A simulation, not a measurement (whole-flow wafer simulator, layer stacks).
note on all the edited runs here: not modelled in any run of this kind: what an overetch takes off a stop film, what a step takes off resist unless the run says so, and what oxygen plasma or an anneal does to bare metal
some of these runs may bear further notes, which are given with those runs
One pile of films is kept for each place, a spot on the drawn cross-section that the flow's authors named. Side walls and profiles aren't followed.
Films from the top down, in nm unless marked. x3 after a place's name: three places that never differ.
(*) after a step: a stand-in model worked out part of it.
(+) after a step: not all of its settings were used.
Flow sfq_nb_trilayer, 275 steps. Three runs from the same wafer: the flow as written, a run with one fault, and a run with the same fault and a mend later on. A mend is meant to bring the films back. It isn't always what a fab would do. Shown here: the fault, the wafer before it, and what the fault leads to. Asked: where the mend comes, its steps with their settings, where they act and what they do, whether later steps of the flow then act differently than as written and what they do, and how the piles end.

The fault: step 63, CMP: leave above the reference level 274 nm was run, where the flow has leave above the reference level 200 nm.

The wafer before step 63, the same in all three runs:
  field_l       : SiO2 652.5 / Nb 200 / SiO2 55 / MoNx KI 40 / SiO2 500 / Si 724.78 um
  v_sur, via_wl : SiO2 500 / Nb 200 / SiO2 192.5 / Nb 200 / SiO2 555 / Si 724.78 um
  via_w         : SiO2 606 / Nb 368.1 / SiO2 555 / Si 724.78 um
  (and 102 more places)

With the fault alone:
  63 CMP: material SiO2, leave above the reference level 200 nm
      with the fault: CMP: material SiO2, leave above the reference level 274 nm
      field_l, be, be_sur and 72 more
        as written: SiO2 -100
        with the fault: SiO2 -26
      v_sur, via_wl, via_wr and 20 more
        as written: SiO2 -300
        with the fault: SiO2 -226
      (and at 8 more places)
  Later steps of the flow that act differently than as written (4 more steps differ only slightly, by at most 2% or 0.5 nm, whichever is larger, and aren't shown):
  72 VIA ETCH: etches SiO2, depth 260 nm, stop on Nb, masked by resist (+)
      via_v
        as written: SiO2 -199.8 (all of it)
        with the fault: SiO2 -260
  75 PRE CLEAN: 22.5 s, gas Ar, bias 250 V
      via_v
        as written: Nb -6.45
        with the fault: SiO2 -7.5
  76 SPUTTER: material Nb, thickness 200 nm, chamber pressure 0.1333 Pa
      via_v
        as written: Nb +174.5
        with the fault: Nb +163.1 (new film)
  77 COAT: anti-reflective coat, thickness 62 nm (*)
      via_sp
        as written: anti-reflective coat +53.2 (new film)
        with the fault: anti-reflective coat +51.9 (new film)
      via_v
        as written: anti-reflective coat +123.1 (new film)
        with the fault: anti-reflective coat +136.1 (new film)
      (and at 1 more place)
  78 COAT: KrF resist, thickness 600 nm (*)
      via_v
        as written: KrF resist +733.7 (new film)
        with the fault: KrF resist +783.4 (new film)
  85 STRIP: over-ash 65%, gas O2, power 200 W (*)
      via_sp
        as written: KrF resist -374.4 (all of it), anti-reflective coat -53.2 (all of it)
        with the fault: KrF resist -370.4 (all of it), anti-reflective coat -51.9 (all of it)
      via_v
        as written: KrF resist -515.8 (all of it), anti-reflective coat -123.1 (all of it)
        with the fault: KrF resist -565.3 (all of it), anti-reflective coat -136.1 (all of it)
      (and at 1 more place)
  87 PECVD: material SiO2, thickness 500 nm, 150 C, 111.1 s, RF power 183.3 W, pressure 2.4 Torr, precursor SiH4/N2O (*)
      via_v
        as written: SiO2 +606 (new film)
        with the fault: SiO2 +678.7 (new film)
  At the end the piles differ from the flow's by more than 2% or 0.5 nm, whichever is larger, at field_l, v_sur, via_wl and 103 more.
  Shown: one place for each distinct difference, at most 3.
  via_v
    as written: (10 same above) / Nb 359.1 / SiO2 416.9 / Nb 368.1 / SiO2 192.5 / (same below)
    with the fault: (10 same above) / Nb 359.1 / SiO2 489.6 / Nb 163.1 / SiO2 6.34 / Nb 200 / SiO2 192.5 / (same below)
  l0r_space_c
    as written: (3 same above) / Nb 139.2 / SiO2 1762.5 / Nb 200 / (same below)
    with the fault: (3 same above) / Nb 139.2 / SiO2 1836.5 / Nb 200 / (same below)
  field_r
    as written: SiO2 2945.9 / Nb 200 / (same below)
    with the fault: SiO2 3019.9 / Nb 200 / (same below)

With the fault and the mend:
  The mend comes after step 70.
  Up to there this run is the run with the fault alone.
  70a STRIP: over-ash 65%, gas O2, power 200 W (*)
      field_l, v_sur, via_wl and 102 more
        KrF resist -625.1 (all of it), anti-reflective coat -62 (all of it)
      via_v
        anti-reflective coat -62 (all of it)
  70b CMP: material SiO2, leave above the reference level 200 nm (the flow's step 63 once more)
      field_l, v_sur, via_wl and 103 more
        SiO2 -74
  70c COAT: anti-reflective coat, thickness 62 nm (the flow's step 65 once more)
      field_l, v_sur, via_wl and 103 more
        anti-reflective coat +62 (new film)
  70d COAT: KrF resist, thickness 650 nm (the flow's step 66 once more)
      field_l, v_sur, via_wl and 103 more
        KrF resist +650 (new film)
  70e SOFTBAKE: KrF resist (the flow's step 67 once more)
      changes no film at any place that is followed
  70f EXPOSE: photomask I1, dose 11.91 mJ/cm2, NA 0.6, wavelength 248 nm (*) (the flow's step 68 once more)
      changes no film at any place that is followed
  70g PEB: KrF resist, 90 s (the flow's step 69 once more)
      field_l, v_sur, via_wl and 103 more
        KrF resist -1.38
  70h DEVELOP: KrF resist, thickness 650 nm, 60 s (the flow's step 70 once more)
      field_l, v_sur, via_wl and 102 more
        KrF resist -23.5
      via_v
        KrF resist -648.6 (all of it)
  No later step of the flow acts differently than as written at any place that is followed.
  At the end the piles are the same as the flow's at every place that both follow.
